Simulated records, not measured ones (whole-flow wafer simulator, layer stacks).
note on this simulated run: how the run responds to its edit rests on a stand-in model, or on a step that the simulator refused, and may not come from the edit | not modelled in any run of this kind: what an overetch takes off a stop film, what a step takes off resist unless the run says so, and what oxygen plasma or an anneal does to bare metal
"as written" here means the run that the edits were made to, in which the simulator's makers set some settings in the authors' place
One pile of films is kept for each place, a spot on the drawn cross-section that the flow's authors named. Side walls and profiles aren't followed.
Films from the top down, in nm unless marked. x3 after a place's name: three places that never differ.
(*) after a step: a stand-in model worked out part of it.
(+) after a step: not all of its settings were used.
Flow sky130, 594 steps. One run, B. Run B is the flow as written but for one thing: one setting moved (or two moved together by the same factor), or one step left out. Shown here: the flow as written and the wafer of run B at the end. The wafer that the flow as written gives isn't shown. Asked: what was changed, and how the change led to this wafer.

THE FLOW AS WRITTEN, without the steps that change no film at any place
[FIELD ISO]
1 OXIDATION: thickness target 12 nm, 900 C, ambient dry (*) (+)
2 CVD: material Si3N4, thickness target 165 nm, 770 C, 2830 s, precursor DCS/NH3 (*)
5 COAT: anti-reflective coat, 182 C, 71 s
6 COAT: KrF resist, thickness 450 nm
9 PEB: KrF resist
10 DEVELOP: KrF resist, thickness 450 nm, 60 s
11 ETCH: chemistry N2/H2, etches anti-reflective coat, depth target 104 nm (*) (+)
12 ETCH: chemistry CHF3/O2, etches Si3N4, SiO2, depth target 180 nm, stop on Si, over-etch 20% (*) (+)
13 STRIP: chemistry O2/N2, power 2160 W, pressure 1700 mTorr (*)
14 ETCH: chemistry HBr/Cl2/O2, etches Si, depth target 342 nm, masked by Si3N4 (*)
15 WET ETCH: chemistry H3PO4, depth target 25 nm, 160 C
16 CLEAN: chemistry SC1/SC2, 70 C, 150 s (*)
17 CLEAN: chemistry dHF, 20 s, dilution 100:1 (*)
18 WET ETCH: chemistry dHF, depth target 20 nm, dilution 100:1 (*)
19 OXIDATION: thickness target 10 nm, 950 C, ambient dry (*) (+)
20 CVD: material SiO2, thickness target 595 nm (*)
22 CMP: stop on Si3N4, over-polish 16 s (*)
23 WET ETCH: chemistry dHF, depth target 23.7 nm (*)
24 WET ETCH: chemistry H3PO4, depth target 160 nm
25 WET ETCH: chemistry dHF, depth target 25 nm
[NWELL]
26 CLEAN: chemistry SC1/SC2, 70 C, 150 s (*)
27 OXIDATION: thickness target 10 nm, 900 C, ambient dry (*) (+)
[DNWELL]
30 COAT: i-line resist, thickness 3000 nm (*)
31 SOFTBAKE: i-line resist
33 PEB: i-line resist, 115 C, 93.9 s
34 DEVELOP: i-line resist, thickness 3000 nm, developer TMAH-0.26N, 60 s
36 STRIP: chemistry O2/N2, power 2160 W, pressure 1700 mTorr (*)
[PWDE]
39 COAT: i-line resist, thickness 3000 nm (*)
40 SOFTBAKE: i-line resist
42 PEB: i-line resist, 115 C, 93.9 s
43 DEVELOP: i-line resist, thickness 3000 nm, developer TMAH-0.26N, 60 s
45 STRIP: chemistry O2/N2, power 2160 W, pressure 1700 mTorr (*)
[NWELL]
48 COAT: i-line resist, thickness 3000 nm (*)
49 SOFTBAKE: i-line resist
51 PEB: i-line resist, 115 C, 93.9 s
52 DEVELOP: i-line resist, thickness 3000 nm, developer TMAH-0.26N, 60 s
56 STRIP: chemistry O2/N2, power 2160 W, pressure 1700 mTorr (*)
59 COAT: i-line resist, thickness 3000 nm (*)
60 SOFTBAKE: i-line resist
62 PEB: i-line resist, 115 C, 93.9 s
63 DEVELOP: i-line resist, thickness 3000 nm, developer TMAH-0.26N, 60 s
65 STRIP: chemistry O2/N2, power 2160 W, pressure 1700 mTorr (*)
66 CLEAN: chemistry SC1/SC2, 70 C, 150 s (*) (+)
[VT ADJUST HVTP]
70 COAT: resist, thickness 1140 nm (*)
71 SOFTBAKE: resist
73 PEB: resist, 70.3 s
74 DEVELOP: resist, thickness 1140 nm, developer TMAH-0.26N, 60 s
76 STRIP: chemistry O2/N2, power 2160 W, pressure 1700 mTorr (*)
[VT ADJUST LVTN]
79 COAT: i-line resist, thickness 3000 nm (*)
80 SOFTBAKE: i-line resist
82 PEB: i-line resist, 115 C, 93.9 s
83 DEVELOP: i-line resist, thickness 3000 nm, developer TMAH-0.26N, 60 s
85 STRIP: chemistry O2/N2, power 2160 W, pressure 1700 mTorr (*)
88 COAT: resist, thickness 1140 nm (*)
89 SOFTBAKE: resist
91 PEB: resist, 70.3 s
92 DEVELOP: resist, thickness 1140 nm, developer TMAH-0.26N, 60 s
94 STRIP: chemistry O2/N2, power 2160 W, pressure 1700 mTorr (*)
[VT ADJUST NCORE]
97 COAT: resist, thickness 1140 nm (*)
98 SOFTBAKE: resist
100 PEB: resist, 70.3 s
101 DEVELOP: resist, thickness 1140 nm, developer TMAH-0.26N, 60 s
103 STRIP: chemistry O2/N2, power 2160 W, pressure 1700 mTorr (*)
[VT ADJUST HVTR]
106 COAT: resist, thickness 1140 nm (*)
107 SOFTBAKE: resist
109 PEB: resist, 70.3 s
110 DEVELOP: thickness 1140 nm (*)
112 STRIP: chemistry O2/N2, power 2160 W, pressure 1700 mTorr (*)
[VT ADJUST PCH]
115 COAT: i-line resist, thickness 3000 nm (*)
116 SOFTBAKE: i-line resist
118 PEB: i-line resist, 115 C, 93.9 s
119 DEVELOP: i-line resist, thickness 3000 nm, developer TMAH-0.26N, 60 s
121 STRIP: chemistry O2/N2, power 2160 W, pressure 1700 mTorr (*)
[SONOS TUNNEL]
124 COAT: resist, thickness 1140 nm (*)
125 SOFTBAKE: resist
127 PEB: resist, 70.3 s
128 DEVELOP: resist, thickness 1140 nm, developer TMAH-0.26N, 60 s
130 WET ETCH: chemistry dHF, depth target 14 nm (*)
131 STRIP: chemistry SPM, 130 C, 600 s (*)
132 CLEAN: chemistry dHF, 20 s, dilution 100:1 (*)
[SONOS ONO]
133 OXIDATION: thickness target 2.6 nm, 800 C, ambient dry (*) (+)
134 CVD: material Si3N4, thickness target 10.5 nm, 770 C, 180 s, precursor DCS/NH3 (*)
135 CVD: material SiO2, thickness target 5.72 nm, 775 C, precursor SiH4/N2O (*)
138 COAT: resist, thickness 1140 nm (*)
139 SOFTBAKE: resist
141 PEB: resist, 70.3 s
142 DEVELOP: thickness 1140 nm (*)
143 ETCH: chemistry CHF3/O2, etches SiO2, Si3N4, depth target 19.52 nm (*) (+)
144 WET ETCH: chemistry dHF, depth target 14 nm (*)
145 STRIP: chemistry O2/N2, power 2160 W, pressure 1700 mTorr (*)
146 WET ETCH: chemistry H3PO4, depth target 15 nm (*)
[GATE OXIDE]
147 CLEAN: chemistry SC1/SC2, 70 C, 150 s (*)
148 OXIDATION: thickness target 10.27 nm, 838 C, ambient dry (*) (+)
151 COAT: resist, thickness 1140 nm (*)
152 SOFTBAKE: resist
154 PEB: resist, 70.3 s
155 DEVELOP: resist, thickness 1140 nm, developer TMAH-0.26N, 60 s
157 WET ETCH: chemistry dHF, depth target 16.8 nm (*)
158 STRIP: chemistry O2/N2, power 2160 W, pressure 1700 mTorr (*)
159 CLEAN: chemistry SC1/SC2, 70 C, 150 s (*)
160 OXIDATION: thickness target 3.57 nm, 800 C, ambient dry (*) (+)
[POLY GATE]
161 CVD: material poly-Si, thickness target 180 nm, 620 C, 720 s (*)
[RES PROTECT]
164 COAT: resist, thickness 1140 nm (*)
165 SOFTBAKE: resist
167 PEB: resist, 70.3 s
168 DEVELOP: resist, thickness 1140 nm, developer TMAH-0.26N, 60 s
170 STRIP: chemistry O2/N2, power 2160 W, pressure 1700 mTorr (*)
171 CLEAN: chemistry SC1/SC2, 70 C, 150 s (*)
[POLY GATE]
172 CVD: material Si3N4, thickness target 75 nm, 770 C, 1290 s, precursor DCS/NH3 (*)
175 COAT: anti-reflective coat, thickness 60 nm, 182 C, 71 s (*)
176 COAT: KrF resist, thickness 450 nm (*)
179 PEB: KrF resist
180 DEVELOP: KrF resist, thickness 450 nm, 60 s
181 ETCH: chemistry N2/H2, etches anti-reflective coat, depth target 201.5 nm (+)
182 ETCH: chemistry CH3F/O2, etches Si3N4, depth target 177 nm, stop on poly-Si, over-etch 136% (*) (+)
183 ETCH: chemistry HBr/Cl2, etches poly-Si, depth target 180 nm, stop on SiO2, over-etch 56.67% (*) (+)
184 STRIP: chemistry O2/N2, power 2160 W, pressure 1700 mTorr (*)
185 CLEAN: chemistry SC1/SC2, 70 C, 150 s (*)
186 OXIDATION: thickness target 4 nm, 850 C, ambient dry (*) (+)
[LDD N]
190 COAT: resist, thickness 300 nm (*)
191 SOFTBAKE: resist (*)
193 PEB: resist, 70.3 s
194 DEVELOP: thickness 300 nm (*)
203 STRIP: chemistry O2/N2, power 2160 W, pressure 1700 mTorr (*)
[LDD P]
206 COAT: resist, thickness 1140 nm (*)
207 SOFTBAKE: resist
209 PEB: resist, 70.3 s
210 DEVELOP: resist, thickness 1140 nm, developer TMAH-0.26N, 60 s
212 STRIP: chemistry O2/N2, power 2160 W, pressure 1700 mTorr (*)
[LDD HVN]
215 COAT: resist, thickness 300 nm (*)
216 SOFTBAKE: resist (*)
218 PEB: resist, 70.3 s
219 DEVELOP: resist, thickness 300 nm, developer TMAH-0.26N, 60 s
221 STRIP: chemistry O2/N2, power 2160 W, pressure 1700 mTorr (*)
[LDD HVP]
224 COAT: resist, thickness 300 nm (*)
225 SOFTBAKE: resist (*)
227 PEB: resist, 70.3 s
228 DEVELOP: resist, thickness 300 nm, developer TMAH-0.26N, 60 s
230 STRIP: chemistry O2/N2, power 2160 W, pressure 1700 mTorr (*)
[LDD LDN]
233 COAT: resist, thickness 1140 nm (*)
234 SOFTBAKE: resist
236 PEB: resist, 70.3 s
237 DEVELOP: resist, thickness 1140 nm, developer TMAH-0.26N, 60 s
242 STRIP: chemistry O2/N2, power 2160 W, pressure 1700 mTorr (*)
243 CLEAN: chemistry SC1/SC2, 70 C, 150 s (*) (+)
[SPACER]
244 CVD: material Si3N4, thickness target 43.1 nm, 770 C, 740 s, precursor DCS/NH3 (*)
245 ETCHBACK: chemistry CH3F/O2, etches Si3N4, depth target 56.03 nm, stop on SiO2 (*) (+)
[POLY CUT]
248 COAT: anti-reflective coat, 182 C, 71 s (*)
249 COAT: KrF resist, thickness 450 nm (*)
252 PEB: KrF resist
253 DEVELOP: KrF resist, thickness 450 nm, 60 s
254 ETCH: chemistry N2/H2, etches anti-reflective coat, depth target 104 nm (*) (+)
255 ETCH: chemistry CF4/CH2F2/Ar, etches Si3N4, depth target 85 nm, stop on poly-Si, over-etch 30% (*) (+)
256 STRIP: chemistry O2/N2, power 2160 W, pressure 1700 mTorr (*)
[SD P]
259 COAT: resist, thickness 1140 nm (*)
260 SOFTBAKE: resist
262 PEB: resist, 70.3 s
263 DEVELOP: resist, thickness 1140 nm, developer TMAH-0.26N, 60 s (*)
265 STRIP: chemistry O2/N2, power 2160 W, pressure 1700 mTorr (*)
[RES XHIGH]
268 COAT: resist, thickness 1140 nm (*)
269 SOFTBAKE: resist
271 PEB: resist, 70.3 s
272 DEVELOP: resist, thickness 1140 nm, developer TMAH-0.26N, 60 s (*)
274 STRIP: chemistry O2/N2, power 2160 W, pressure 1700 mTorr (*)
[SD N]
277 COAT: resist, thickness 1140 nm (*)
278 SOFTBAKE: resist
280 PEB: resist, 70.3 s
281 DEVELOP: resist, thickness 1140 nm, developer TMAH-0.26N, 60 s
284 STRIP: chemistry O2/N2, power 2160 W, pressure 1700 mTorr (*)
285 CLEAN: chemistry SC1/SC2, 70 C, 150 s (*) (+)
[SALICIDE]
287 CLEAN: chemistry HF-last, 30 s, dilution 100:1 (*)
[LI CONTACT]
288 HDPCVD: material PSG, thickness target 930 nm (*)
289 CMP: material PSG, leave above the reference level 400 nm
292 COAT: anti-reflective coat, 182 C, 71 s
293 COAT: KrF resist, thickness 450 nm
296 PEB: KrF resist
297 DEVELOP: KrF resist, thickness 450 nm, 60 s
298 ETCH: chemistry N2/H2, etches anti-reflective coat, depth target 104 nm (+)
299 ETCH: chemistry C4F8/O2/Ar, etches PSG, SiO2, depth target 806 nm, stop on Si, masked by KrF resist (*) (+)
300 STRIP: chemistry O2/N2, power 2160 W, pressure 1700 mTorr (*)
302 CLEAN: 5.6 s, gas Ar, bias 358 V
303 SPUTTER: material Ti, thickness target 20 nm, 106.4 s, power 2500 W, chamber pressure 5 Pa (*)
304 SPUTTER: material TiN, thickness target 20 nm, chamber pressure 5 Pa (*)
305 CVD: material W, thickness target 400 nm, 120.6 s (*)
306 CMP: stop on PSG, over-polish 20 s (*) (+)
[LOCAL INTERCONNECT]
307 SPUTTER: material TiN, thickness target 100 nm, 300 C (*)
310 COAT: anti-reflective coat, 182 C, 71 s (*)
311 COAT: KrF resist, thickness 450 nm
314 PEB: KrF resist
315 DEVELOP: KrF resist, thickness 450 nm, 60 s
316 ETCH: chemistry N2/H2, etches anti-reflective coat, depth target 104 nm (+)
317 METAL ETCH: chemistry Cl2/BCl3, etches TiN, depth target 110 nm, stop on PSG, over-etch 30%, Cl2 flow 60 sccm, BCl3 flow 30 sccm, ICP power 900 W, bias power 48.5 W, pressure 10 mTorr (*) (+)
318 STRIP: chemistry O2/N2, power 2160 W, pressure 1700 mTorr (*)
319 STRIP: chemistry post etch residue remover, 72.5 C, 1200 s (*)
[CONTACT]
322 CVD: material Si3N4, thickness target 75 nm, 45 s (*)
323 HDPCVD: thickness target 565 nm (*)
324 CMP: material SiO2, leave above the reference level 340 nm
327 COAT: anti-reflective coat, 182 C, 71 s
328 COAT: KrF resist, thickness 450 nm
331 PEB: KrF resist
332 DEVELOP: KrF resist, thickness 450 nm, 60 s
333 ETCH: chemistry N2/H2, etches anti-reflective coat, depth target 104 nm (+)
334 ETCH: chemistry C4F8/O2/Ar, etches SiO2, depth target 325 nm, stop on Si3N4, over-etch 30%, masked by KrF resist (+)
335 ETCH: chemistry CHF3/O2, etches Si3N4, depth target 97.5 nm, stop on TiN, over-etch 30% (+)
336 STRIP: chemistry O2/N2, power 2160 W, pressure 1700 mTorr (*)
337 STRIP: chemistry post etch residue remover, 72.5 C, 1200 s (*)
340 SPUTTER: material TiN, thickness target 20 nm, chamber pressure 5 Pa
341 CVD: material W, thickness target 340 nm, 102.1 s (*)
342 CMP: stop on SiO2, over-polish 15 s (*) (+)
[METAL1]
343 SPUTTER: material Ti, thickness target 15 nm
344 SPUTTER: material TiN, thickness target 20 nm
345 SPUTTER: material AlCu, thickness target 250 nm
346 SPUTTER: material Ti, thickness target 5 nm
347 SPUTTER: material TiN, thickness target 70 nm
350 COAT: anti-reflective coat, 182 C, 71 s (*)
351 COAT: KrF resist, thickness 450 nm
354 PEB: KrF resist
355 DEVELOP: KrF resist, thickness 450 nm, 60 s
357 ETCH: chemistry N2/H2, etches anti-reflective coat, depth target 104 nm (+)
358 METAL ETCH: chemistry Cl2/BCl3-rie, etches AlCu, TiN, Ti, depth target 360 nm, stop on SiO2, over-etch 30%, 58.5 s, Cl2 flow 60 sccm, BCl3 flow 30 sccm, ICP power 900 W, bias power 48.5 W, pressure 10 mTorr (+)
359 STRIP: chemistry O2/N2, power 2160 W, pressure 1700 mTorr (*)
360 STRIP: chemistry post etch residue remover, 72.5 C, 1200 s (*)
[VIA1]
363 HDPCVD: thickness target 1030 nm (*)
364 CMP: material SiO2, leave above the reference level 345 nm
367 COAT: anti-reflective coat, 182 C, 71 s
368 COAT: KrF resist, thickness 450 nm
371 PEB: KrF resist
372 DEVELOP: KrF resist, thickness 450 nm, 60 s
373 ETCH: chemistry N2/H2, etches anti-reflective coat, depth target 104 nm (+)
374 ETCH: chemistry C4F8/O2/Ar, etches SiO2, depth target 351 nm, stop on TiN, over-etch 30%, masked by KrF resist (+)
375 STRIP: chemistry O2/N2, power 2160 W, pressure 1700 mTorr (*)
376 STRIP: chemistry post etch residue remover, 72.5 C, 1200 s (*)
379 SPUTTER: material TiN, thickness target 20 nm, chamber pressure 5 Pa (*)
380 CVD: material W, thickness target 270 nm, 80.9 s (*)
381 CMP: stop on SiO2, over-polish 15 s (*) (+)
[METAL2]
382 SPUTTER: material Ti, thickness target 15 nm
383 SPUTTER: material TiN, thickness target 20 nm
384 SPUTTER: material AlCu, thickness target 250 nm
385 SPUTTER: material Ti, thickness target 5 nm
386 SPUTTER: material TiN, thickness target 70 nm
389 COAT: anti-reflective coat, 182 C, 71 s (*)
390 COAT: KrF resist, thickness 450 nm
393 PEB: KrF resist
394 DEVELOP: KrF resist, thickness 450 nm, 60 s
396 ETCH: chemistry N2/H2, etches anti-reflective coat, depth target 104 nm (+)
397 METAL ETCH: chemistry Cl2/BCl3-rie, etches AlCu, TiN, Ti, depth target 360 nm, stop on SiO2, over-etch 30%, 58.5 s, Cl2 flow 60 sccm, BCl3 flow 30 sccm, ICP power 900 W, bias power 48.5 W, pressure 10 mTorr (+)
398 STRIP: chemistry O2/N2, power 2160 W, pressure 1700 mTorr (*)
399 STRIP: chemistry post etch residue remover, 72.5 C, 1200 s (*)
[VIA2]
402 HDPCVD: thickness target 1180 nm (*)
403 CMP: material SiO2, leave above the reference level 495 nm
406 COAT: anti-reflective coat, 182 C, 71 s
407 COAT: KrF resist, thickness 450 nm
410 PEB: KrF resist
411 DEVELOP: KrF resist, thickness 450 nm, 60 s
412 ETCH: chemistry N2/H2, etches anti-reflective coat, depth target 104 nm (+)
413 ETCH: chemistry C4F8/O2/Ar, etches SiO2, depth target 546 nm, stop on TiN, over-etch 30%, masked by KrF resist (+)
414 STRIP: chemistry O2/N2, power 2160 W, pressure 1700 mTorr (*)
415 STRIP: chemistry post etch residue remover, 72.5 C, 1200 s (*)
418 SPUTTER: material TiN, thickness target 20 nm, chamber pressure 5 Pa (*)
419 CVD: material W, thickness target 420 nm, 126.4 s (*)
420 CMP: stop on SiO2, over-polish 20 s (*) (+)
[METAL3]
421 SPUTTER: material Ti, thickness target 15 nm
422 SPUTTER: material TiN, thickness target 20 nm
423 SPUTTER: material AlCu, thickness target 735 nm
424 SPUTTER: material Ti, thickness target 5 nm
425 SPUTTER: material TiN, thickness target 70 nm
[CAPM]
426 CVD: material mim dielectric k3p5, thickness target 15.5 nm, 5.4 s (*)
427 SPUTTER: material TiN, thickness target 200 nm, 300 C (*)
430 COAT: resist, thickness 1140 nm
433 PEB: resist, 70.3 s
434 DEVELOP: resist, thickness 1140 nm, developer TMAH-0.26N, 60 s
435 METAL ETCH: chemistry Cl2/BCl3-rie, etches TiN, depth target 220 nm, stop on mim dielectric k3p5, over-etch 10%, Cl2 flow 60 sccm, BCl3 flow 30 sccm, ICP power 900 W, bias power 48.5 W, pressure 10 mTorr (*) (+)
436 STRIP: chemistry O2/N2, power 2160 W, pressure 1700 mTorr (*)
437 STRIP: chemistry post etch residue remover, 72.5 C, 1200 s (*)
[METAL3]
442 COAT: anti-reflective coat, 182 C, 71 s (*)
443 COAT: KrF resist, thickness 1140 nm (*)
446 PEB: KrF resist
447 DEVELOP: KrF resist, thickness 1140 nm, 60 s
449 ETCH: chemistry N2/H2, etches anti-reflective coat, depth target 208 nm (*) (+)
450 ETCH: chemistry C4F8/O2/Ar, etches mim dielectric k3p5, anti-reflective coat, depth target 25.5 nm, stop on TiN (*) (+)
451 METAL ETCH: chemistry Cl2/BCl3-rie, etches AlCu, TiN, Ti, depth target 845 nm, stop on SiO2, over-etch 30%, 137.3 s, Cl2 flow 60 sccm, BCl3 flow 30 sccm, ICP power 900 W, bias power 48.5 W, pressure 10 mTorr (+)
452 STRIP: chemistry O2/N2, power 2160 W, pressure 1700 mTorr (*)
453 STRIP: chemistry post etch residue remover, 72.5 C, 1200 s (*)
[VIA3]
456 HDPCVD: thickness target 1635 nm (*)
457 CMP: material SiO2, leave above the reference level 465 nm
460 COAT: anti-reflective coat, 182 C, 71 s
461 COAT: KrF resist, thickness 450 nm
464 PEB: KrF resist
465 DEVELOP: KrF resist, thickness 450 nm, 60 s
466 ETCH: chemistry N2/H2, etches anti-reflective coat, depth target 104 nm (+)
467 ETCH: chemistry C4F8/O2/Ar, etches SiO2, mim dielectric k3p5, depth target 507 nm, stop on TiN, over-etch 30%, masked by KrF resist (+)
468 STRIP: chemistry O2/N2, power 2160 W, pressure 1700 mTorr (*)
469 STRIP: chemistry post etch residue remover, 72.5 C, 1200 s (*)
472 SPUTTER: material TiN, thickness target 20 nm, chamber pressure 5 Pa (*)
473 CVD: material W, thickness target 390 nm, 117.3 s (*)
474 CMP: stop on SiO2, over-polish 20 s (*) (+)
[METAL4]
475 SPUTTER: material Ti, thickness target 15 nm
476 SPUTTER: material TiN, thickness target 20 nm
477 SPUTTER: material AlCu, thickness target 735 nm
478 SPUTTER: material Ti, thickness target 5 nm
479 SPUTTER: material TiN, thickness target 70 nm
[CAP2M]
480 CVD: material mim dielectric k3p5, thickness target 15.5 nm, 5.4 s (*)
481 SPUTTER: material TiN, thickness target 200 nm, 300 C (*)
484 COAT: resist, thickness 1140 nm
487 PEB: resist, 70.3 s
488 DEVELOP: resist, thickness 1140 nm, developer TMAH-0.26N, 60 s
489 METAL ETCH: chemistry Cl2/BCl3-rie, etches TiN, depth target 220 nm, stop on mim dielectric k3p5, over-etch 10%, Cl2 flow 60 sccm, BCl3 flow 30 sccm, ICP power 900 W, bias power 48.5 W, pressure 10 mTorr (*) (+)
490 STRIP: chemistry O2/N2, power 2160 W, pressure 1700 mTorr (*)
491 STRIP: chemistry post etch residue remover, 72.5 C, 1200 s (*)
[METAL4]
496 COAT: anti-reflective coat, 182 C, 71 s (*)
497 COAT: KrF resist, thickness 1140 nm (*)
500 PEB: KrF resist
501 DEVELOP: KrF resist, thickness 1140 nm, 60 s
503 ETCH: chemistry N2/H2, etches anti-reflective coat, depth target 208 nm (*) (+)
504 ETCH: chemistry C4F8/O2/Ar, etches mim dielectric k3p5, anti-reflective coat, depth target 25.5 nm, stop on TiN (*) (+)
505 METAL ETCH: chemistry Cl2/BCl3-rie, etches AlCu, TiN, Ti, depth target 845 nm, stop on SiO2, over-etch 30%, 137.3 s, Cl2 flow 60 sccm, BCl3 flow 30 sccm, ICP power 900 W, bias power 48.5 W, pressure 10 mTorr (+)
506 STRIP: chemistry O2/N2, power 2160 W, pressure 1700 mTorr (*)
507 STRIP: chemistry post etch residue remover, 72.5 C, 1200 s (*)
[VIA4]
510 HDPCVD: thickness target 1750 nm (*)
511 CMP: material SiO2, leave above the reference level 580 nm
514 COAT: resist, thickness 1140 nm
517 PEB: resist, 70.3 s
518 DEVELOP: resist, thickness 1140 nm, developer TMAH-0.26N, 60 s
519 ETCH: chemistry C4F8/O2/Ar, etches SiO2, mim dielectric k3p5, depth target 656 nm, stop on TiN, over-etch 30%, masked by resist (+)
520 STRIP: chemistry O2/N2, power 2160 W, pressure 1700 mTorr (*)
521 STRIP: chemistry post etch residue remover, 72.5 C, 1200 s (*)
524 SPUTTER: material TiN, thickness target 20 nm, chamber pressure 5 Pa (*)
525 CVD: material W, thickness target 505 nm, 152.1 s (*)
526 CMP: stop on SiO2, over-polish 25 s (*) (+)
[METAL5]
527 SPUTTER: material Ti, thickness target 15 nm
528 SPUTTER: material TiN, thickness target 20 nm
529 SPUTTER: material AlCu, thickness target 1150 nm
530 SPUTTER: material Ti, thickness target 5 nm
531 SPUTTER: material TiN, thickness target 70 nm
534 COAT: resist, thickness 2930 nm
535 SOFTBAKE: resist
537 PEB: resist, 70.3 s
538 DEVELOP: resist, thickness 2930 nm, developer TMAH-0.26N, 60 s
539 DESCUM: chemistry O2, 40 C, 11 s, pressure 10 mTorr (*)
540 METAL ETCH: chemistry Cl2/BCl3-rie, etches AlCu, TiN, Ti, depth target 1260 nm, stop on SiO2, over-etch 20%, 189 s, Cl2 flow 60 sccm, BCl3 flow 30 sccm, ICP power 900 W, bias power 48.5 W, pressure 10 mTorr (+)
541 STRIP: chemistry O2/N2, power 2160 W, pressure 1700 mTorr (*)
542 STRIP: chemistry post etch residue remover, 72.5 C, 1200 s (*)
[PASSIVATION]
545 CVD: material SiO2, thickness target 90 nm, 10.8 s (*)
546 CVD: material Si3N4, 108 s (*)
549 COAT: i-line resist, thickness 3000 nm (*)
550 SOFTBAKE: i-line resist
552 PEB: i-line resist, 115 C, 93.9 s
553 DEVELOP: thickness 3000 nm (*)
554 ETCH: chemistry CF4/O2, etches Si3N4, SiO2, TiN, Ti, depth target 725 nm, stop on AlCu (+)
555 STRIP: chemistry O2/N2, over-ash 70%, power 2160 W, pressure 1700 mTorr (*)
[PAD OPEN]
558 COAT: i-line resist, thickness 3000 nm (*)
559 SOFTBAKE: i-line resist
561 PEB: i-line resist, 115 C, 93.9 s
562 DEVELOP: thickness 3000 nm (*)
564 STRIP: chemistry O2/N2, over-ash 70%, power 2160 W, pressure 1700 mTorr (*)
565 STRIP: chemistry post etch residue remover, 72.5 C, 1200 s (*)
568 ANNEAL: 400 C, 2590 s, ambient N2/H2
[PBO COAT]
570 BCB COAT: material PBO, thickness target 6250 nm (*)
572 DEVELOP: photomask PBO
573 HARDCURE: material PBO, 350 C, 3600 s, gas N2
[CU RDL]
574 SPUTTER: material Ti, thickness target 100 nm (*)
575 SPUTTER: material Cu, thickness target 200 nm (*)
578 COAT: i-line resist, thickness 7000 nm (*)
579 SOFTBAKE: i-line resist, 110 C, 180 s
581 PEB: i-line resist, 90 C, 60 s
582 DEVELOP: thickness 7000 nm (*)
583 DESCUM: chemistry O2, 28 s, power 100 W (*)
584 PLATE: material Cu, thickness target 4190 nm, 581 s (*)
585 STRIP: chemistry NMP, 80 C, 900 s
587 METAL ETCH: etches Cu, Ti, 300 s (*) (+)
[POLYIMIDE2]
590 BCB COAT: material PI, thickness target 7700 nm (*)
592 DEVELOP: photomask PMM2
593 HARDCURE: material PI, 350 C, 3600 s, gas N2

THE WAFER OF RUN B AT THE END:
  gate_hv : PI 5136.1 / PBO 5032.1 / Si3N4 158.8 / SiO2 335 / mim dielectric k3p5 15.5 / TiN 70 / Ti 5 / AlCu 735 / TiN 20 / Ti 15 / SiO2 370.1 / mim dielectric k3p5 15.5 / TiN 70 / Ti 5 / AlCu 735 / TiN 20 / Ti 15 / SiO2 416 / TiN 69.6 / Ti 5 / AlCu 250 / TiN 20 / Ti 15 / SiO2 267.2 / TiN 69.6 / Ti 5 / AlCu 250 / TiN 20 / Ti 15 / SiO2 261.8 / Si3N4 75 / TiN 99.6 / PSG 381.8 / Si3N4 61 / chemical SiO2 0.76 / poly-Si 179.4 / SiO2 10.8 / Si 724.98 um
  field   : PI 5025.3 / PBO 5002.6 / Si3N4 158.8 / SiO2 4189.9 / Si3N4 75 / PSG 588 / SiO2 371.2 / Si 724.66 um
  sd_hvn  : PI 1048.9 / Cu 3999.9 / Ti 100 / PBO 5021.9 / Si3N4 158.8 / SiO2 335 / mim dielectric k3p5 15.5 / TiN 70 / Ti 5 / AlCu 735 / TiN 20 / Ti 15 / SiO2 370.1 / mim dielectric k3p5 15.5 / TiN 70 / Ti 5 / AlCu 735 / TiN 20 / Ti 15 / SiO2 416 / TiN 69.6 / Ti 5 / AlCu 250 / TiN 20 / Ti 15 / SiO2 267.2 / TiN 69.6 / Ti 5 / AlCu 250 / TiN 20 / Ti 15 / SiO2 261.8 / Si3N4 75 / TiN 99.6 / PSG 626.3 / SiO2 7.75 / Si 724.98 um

The cause: step 511, CMP: leave above the reference level 331 nm was run, where the flow has leave above the reference level 580 nm.

How the change led to this, step by step:
  511 CMP: material SiO2, leave above the reference level 580 nm
      n_well, p_well, gate_hv and 99 more: SiO2 -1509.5 (as written it would be: SiO2 -1260.5)
      field, active, gate and 77 more: SiO2 -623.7 (as written it would be: SiO2 -374.7)
      (and at 11 more places)
  519 ETCH: chemistry C4F8/O2/Ar, etches SiO2, mim dielectric k3p5, depth target 656 nm, stop on TiN, over-etch 30%, masked by resist (+)
      field, active, n_well and 188 more: resist -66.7 (as written it would be: resist -131.2)
      m1: SiO2 -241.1 (all of it), mim dielectric k3p5 -15.5 (all of it) (as written it would be: SiO2 -490.1 (all of it), mim dielectric k3p5 -15.5 (all of it))
      (and at 1 more place)
  520 STRIP: chemistry O2/N2, power 2160 W, pressure 1700 mTorr (*)
      field, active, n_well and 188 more: resist -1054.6 (all of it) (as written it would be: resist -990.1 (all of it))
  524 SPUTTER: material TiN, thickness target 20 nm, chamber pressure 5 Pa (*)
      m1, via4_hole: TiN +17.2 (as written it would be: TiN +15.3)
  525 CVD: material W, thickness target 505 nm, 152.1 s (*)
      m1: W +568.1 (new film) (as written it would be: W +1015.8 (new film))
      via4_hole: W +569.2 (new film) (as written it would be: W +1015.2 (new film))
  526 CMP: stop on SiO2, over-polish 25 s (*) (+)
      m1: W -335.9 (as written it would be: W -532.7)
      via4_hole: W -337.7 (as written it would be: W -532.7)
